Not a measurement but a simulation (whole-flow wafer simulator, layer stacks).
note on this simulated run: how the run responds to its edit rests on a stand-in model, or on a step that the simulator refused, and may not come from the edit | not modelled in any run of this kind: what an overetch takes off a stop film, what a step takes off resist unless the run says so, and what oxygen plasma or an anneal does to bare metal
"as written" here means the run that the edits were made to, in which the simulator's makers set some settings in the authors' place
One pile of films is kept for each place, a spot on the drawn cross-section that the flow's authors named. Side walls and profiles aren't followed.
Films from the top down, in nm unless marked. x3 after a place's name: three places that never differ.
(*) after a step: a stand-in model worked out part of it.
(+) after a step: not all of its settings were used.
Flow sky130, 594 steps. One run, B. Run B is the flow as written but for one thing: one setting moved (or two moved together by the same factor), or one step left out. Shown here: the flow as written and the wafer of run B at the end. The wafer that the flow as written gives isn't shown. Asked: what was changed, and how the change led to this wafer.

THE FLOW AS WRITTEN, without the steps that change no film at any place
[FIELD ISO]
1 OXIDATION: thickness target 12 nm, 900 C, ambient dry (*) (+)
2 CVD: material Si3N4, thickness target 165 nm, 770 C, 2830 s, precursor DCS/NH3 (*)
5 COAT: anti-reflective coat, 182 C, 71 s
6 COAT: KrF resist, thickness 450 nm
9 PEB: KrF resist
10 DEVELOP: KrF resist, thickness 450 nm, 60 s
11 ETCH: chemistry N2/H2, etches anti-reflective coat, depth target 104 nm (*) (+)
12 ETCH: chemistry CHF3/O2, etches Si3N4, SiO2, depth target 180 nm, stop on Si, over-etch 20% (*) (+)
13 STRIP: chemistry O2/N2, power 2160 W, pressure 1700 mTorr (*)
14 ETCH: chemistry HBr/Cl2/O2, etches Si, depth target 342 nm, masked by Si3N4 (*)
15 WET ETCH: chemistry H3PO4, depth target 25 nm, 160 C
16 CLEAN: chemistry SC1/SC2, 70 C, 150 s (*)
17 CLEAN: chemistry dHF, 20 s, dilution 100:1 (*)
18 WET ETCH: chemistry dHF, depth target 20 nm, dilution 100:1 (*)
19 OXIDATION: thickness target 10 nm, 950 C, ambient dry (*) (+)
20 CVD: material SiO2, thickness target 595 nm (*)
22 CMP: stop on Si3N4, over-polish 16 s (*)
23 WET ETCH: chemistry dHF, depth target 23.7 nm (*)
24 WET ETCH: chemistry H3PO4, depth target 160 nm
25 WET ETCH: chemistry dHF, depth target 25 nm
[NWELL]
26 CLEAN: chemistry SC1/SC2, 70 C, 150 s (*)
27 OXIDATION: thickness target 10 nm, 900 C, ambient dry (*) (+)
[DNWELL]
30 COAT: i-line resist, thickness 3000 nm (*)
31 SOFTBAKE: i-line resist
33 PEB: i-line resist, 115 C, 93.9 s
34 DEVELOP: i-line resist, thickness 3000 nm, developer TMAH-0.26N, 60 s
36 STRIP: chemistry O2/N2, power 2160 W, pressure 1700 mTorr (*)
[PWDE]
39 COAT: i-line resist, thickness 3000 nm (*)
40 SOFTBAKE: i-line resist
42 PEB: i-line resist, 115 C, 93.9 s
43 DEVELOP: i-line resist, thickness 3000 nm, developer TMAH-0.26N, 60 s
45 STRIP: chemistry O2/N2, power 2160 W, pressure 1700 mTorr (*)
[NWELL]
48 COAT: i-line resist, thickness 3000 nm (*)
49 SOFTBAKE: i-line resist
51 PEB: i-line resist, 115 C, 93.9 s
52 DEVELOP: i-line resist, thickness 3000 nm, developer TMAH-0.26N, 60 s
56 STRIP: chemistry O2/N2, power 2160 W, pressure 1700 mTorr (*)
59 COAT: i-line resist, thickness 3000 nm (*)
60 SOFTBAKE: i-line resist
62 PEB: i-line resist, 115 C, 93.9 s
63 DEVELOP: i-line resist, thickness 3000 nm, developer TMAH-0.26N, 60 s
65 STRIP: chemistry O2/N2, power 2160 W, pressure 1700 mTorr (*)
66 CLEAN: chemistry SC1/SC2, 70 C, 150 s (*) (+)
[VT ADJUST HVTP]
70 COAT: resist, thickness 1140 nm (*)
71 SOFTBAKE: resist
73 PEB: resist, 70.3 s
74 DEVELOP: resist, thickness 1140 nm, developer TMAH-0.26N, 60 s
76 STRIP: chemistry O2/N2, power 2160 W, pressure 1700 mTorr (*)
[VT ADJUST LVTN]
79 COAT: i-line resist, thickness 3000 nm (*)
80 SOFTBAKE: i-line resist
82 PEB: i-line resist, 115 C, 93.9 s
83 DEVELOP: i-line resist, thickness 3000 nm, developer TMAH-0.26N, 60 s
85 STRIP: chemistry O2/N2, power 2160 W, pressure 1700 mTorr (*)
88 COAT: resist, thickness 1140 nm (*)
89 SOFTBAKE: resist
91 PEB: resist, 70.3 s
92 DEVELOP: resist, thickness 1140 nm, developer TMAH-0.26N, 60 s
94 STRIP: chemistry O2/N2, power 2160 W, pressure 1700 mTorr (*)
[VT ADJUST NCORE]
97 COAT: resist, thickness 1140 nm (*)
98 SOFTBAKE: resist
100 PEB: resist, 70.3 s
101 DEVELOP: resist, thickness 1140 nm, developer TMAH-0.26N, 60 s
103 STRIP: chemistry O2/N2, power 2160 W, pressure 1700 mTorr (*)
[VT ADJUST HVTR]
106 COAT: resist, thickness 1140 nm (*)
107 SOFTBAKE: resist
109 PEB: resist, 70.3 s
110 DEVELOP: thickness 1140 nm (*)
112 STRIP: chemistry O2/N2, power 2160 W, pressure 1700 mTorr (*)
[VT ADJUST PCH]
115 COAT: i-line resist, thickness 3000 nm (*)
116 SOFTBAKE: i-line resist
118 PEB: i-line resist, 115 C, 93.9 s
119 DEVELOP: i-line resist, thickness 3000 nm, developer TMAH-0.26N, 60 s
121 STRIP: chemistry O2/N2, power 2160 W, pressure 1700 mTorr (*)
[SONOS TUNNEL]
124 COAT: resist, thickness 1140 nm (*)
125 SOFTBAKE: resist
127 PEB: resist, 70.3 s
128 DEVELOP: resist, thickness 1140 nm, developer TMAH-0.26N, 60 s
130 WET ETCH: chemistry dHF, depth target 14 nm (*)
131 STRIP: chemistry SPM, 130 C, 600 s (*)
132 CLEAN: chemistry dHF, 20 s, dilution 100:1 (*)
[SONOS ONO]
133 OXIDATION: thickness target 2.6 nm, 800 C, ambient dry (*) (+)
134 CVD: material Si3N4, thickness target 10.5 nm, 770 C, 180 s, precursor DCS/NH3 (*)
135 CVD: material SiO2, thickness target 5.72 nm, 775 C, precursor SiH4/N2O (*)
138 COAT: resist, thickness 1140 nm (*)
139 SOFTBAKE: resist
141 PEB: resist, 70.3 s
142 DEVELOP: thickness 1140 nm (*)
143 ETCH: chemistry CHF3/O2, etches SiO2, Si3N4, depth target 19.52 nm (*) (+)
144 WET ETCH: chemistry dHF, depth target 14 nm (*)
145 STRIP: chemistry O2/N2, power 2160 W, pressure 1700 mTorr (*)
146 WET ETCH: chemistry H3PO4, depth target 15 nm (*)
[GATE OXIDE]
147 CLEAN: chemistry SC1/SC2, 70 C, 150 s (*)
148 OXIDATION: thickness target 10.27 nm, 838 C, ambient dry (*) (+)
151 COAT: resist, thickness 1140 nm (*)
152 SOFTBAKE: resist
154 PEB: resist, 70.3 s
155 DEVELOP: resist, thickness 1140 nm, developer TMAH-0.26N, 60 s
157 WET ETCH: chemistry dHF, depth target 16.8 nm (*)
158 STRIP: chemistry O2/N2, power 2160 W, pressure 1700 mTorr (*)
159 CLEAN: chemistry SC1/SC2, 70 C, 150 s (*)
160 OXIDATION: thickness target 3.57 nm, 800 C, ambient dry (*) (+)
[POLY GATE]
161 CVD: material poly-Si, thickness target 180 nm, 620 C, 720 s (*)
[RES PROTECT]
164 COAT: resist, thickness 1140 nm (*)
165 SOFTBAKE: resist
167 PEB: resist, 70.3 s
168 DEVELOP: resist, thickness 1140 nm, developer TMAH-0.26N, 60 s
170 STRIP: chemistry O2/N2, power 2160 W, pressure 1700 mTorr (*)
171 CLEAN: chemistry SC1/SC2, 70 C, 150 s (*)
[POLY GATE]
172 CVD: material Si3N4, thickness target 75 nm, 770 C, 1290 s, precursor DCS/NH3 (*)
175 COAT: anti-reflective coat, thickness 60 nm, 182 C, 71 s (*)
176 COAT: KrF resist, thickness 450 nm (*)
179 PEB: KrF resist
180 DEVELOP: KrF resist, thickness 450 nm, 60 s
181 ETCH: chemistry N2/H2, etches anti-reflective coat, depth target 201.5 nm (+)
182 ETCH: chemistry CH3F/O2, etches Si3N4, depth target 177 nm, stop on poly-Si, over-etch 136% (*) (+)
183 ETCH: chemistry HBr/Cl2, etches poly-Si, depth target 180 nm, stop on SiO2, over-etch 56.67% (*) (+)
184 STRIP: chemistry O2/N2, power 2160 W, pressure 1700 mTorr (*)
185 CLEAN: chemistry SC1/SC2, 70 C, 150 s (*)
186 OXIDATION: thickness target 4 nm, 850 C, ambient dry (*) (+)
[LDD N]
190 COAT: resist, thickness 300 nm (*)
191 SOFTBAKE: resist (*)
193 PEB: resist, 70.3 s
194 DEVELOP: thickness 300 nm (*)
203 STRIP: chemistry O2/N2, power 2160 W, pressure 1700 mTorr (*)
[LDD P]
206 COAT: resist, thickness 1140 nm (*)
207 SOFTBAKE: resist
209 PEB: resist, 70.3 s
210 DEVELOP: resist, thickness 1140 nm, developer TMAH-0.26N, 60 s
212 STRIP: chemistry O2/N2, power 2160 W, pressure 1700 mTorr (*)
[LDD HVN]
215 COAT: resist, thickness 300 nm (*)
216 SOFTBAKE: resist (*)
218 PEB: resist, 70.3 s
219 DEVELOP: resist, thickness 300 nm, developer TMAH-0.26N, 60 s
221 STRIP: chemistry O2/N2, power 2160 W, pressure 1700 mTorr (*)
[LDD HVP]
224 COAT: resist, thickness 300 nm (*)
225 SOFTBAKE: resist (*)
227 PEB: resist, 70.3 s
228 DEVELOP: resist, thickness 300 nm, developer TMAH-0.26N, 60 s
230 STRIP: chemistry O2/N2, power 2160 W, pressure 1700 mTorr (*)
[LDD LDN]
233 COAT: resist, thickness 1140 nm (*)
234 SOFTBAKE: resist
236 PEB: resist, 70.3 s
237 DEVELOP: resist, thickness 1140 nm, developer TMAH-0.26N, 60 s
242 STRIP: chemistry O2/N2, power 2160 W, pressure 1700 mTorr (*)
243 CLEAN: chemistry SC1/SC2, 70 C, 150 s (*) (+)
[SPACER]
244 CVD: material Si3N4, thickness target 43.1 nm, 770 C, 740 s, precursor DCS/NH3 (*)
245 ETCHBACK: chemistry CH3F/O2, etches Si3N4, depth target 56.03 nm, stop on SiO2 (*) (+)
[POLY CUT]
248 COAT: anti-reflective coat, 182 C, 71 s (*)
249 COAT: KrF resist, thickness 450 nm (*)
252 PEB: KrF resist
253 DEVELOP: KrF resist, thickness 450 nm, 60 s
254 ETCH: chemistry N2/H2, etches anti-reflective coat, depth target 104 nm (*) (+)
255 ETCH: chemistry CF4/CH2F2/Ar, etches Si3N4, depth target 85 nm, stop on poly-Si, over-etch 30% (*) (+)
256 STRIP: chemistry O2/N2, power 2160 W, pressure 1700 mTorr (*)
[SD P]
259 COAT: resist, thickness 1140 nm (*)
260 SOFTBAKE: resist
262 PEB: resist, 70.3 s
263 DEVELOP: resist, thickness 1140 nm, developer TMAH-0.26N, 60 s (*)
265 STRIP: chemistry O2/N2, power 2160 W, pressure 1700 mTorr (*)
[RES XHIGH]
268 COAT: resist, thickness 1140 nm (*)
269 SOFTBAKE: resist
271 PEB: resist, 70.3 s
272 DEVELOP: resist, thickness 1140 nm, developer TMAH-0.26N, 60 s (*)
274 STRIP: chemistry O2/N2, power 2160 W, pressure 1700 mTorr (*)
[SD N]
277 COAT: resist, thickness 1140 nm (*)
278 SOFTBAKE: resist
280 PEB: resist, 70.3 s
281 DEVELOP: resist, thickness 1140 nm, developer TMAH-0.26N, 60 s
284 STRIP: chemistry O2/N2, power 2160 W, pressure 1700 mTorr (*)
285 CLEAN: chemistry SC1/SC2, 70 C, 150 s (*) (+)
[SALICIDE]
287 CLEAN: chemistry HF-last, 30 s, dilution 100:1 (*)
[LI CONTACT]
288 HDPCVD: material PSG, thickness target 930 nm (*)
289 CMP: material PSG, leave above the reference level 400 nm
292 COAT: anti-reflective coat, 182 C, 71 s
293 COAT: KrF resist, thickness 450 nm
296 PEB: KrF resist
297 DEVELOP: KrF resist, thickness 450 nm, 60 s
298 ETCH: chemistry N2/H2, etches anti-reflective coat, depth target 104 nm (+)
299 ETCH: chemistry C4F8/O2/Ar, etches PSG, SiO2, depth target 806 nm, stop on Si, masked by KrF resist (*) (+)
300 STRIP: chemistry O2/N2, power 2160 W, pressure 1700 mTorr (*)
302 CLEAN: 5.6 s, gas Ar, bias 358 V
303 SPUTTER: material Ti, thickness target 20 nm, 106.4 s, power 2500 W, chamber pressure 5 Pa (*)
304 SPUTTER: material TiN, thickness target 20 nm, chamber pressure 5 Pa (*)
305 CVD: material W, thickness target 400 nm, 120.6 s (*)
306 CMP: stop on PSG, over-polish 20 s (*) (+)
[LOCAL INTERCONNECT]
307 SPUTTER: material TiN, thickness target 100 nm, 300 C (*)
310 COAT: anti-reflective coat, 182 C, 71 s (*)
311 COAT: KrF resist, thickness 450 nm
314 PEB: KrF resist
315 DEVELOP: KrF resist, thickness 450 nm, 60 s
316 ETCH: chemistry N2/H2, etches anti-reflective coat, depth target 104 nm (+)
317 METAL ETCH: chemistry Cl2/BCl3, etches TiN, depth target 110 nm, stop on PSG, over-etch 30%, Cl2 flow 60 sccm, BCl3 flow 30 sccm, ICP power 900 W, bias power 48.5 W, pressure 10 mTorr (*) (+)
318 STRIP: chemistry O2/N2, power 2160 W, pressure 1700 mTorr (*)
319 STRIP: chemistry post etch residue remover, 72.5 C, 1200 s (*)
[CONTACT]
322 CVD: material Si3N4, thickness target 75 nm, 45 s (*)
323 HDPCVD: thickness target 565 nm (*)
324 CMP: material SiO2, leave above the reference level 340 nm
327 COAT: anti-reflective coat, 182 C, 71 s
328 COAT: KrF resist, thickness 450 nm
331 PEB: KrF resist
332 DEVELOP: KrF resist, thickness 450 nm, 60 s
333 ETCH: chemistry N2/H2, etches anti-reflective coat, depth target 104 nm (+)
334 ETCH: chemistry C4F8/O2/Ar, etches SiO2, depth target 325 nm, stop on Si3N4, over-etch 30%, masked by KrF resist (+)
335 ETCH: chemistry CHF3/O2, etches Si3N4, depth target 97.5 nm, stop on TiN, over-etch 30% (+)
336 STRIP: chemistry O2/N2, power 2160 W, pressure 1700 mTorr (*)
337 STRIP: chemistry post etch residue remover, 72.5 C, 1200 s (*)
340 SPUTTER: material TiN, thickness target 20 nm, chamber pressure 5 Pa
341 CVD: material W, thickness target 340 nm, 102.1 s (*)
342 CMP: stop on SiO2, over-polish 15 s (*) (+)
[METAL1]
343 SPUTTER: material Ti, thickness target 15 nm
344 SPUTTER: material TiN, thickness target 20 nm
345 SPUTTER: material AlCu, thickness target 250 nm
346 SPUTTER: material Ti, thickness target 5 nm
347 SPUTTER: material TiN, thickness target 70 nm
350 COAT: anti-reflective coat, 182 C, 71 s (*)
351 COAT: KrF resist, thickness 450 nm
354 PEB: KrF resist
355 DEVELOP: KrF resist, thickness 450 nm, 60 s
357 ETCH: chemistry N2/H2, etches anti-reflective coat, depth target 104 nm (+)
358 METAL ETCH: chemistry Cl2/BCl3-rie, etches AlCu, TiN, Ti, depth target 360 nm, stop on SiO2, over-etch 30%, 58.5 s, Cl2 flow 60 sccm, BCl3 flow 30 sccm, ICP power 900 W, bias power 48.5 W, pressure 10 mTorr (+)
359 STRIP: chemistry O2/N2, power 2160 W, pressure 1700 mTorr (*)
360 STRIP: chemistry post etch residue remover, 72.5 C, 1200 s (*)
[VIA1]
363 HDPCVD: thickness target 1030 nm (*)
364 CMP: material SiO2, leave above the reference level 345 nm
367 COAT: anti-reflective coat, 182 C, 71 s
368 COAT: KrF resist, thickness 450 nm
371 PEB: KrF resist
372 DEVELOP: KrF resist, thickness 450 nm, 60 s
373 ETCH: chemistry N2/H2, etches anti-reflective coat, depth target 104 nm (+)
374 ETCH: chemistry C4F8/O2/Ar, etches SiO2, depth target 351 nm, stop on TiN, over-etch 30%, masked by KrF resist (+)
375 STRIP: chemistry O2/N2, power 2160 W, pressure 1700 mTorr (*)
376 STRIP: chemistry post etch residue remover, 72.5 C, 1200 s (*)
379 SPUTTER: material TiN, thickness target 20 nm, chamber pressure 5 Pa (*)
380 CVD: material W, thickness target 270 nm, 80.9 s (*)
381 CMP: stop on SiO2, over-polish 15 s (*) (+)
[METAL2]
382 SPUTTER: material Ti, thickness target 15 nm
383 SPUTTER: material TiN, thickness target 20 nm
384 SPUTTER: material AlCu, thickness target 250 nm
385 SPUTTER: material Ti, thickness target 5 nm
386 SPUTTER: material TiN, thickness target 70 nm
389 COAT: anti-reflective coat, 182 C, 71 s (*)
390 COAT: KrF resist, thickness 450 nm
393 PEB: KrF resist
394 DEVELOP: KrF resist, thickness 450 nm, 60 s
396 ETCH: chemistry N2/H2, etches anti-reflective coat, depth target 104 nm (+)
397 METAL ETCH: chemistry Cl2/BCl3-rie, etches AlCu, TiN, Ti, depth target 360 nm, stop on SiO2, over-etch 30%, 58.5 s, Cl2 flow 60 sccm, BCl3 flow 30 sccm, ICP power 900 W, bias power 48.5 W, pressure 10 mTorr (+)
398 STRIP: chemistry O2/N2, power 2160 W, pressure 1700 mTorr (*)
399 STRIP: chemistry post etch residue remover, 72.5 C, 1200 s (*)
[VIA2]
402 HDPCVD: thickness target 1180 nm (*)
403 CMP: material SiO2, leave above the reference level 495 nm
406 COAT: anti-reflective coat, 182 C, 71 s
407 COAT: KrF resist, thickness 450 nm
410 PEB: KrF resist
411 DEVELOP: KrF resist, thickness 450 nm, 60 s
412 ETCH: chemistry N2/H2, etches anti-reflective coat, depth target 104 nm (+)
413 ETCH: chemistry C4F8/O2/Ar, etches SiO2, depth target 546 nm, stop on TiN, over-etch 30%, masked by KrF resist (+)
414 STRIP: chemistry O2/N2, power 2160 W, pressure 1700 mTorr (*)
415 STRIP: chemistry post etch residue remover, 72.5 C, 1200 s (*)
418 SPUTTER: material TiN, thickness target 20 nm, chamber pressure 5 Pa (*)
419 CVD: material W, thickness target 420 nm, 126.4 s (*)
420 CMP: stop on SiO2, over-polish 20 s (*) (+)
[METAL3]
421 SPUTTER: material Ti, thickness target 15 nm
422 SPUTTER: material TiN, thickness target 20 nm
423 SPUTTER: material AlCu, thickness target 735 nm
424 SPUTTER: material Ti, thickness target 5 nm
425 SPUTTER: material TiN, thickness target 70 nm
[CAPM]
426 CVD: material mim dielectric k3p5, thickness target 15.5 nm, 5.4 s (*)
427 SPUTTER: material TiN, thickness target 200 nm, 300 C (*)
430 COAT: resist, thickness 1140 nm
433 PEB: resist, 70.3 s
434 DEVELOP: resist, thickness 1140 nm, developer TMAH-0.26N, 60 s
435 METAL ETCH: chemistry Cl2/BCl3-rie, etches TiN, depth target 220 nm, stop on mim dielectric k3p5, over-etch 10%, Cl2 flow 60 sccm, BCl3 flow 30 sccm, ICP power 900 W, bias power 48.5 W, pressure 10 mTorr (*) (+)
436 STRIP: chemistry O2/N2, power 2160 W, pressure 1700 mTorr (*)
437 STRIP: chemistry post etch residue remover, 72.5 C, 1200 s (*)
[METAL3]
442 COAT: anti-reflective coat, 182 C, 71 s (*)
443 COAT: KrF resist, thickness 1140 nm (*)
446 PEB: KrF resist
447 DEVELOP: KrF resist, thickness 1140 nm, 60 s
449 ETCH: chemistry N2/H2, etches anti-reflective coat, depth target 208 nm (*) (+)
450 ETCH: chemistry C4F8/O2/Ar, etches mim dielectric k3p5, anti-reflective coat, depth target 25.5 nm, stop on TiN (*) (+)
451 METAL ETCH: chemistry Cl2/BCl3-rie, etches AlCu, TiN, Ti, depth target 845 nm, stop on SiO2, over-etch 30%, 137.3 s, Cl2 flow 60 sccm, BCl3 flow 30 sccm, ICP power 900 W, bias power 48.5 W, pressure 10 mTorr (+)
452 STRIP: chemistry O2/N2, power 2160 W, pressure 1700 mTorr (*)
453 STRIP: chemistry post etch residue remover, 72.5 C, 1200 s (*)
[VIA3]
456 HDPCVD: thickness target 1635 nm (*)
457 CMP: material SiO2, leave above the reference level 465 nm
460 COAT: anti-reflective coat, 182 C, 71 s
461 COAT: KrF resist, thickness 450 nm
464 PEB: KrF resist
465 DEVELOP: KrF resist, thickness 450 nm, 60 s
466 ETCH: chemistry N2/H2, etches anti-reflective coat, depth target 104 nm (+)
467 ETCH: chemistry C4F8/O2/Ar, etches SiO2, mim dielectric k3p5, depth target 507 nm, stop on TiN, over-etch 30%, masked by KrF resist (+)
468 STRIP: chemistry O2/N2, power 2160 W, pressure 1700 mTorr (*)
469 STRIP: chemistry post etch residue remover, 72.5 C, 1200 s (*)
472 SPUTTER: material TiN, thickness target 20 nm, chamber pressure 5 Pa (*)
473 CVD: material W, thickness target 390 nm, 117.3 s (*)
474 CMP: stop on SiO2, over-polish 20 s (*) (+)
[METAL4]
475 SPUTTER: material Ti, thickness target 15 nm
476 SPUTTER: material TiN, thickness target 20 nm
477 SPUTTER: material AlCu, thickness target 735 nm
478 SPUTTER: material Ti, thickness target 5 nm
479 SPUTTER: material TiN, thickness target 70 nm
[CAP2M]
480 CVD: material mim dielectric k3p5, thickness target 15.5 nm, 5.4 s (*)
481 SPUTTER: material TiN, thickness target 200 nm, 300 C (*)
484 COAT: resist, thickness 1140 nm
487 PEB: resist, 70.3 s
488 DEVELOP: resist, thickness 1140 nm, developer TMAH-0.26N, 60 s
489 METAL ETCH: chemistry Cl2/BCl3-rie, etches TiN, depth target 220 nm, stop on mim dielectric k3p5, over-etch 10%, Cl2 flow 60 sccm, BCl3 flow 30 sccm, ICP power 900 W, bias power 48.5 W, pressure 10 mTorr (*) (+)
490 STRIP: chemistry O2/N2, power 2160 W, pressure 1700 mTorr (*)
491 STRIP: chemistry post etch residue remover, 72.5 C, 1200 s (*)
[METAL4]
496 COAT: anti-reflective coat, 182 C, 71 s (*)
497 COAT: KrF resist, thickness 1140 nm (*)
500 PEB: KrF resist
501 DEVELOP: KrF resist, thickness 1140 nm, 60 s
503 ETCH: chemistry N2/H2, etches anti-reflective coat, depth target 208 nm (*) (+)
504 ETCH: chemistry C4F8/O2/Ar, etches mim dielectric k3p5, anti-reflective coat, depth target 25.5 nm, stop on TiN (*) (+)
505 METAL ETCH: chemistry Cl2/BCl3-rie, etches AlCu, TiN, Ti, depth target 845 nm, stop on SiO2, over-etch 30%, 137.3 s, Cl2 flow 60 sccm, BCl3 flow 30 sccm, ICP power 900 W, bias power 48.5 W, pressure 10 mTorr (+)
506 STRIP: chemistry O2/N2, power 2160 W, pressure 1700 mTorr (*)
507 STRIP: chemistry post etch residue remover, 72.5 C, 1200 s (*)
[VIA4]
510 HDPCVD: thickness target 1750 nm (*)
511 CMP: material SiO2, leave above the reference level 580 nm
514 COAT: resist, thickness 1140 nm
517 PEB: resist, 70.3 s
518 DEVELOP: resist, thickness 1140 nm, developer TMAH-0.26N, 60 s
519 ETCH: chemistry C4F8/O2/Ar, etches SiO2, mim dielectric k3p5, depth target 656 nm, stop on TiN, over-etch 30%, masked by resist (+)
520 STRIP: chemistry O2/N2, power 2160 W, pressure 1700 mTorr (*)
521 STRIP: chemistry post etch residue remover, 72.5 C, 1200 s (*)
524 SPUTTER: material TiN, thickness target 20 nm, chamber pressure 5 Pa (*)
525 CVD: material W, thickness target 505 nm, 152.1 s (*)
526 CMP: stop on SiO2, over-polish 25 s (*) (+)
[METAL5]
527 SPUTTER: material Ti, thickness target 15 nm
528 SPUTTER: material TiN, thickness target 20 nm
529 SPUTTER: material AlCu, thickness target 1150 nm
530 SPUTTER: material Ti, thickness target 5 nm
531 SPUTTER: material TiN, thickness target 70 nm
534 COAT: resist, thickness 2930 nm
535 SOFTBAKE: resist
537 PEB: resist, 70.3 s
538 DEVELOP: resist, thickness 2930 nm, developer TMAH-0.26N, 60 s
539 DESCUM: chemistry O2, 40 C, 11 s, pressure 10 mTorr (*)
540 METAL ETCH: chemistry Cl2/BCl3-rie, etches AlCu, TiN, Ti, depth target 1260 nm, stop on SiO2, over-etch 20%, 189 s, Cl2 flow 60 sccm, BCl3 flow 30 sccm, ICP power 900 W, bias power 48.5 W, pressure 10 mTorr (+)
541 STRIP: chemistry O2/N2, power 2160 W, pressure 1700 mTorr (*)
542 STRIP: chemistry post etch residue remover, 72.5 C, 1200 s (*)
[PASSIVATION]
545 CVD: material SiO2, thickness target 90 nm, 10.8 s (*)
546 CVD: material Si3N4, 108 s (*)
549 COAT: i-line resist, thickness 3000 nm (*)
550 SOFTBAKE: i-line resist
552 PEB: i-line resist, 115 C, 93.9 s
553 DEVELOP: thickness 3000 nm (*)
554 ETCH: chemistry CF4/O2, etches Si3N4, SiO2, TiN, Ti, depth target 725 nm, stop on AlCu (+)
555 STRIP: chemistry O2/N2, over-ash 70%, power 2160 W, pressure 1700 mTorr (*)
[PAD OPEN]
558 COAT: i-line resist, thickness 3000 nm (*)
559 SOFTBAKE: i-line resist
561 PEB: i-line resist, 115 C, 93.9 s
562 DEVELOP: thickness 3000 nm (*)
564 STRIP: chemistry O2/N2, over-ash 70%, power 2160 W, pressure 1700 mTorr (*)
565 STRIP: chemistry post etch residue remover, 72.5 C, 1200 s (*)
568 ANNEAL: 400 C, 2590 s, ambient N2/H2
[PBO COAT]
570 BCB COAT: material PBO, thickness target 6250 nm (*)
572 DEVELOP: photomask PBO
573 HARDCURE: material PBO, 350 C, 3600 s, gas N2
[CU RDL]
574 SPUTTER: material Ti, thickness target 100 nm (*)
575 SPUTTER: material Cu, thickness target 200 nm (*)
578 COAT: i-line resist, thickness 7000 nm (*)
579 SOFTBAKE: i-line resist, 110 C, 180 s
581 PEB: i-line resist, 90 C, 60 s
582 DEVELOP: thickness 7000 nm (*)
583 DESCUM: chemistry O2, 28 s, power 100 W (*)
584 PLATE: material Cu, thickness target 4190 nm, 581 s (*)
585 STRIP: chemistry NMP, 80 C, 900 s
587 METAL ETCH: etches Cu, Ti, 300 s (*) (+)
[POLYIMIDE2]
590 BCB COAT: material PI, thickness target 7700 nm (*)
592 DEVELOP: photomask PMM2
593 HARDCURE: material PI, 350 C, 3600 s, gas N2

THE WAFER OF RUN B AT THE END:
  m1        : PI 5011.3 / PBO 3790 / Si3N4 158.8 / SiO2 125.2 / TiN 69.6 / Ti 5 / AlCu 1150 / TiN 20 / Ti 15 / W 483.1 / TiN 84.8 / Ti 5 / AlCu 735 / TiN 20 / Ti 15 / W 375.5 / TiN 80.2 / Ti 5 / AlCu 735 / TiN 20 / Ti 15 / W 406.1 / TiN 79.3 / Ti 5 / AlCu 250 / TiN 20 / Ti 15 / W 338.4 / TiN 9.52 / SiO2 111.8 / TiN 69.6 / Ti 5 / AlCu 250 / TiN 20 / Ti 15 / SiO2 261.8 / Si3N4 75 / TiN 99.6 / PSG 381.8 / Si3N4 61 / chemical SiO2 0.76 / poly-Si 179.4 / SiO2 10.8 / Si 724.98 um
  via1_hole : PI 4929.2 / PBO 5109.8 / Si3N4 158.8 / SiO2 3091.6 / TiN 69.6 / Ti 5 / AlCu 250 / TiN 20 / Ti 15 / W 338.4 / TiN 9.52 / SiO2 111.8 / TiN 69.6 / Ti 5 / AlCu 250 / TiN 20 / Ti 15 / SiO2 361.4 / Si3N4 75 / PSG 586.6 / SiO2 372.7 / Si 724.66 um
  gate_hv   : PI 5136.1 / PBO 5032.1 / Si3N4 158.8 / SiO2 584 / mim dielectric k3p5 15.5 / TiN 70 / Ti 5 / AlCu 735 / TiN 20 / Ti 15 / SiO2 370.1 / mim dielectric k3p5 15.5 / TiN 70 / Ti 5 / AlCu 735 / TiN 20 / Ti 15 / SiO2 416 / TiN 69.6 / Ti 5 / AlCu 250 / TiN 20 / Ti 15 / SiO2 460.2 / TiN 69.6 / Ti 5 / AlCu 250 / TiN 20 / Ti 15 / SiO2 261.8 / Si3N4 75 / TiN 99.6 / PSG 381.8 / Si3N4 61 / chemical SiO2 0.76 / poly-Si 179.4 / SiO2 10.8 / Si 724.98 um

The cause: step 364, CMP: leave above the reference level 538 nm was run, where the flow has leave above the reference level 345 nm.

How the change led to this, step by step:
  364 CMP: material SiO2, leave above the reference level 345 nm
      n_well, p_well, gate_hv and 100 more: SiO2 -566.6 (as written it would be: SiO2 -759.6)
      field, active, gate and 81 more: SiO2 -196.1 (as written it would be: SiO2 -389.1)
      (and at 4 more places)
  374 ETCH: chemistry C4F8/O2/Ar, etches SiO2, depth target 351 nm, stop on TiN, over-etch 30%, masked by KrF resist (+)
      m1, via1_hole: SiO2 -351 (as written it would be: SiO2 -269.8 (all of it))
  379 SPUTTER: material TiN, thickness target 20 nm, chamber pressure 5 Pa (*)
      m1: TiN +9.52 (new film) (as written it would be: TiN +11)
      via1_hole: TiN +9.52 (new film) (as written it would be: TiN +10.9)
  380 CVD: material W, thickness target 270 nm, 80.9 s (*)
      m1, via1_hole: W +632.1 (new film) (as written it would be: W +549.9 (new film))
Counting metal films that touch as one body, m1 has 3 bodies (between them, from the top down: SiO2 111.8; SiO2 261.8 / Si3N4 75); the flow as written gives 2 bodies (between them, from the top down: SiO2 261.8 / Si3N4 75).
Counting metal films that touch as one body, via1_hole has 2 bodies (between them, from the top down: SiO2 111.8); the flow as written gives 1 body.
